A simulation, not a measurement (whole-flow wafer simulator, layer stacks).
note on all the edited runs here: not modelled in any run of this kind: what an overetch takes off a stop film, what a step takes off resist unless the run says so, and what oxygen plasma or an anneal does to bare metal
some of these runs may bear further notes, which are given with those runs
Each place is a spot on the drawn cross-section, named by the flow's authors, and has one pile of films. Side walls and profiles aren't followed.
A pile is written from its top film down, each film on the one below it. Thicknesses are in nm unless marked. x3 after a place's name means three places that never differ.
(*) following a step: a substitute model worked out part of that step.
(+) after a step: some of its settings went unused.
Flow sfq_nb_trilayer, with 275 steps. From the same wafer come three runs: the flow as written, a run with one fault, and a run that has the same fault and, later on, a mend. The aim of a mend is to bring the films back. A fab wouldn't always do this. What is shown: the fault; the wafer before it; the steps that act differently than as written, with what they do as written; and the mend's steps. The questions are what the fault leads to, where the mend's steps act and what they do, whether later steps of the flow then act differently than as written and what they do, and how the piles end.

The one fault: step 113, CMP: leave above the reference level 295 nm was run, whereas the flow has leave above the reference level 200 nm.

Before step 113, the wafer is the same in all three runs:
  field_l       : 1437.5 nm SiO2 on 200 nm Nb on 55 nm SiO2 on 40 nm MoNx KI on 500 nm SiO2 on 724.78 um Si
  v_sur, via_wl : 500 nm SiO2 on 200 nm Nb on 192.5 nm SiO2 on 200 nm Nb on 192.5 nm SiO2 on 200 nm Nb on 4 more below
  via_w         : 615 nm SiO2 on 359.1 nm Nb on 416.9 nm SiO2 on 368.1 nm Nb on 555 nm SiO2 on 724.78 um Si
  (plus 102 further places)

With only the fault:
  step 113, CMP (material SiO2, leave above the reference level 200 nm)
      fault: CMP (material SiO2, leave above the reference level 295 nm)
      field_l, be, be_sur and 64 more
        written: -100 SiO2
        fault: -5 SiO2
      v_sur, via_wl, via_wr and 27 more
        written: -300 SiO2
        fault: -205 SiO2
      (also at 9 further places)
  Later steps of the flow acting differently than as written (4 more steps, not shown, differ only slightly: by at most 2% or 0.5 nm, whichever is larger):
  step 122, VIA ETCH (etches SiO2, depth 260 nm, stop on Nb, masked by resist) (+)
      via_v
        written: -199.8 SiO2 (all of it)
        fault: -260 SiO2
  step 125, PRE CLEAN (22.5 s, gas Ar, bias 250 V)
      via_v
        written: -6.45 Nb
        fault: -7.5 SiO2
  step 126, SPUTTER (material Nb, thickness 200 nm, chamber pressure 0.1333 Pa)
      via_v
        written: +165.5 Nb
        fault: +152.6 Nb (new film)
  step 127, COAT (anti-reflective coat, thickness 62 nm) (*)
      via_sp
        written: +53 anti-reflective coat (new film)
        fault: +50.1 anti-reflective coat (new film)
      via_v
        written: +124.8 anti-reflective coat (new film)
        fault: +128.6 anti-reflective coat (new film)
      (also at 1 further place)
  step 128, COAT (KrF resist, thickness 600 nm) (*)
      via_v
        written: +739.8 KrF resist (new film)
        fault: +797.5 KrF resist (new film)
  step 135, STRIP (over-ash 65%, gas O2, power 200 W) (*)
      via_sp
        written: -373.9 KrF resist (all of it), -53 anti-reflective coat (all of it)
        fault: -369.8 KrF resist (all of it), -50.1 anti-reflective coat (all of it)
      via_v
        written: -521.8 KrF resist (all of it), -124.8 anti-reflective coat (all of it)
        fault: -579.3 KrF resist (all of it), -128.6 anti-reflective coat (all of it)
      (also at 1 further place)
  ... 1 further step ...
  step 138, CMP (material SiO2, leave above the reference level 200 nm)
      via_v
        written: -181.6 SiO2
        fault: -157.1 SiO2
  By the end, the piles at field_l, v_sur, via_wl and 103 more depart from the flow's by more than 2% or 0.5 nm, whichever is larger.
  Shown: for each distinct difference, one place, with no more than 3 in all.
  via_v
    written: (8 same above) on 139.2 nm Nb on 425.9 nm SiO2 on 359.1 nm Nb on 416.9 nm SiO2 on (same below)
    fault: (8 same above) on 139.2 nm Nb on 500.1 nm SiO2 on 152.6 nm Nb on 27.3 nm SiO2 on 200 nm Nb on 416.9 nm SiO2 on (same below)
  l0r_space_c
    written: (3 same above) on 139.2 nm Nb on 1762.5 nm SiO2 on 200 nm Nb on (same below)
    fault: (3 same above) on 139.2 nm Nb on 1857.5 nm SiO2 on 200 nm Nb on (same below)
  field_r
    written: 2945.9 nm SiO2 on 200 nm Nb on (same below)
    fault: 3040.9 nm SiO2 on 200 nm Nb on (same below)

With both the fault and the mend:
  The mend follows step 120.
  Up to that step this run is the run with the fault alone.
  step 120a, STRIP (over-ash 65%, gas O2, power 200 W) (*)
      field_l, v_sur, via_wl and 102 more
        -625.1 KrF resist (all of it), -62 anti-reflective coat (all of it)
      via_v
        -62 anti-reflective coat (all of it)
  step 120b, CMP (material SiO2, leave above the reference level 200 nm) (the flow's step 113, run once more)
      field_l, v_sur, via_wl and 103 more
        -95 SiO2
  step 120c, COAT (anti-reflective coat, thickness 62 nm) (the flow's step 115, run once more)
      field_l, v_sur, via_wl and 103 more
        +62 anti-reflective coat (new film)
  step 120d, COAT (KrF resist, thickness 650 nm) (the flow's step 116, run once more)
      field_l, v_sur, via_wl and 103 more
        +650 KrF resist (new film)
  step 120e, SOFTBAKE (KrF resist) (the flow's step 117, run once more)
      leaves every film unchanged at each place that is followed
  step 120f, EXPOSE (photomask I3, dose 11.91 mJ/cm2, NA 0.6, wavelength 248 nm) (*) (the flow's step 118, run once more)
      leaves every film unchanged at each place that is followed
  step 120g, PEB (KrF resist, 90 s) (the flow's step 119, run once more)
      field_l, v_sur, via_wl and 103 more
        -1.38 KrF resist
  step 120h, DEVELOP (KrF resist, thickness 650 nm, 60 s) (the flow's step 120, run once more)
      field_l, v_sur, via_wl and 102 more
        -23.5 KrF resist
      via_v
        -648.6 KrF resist (all of it)
  Every later step of the flow that is run acts as written at every place that is followed.
  At every place that both follow, the piles at the end match the flow's.
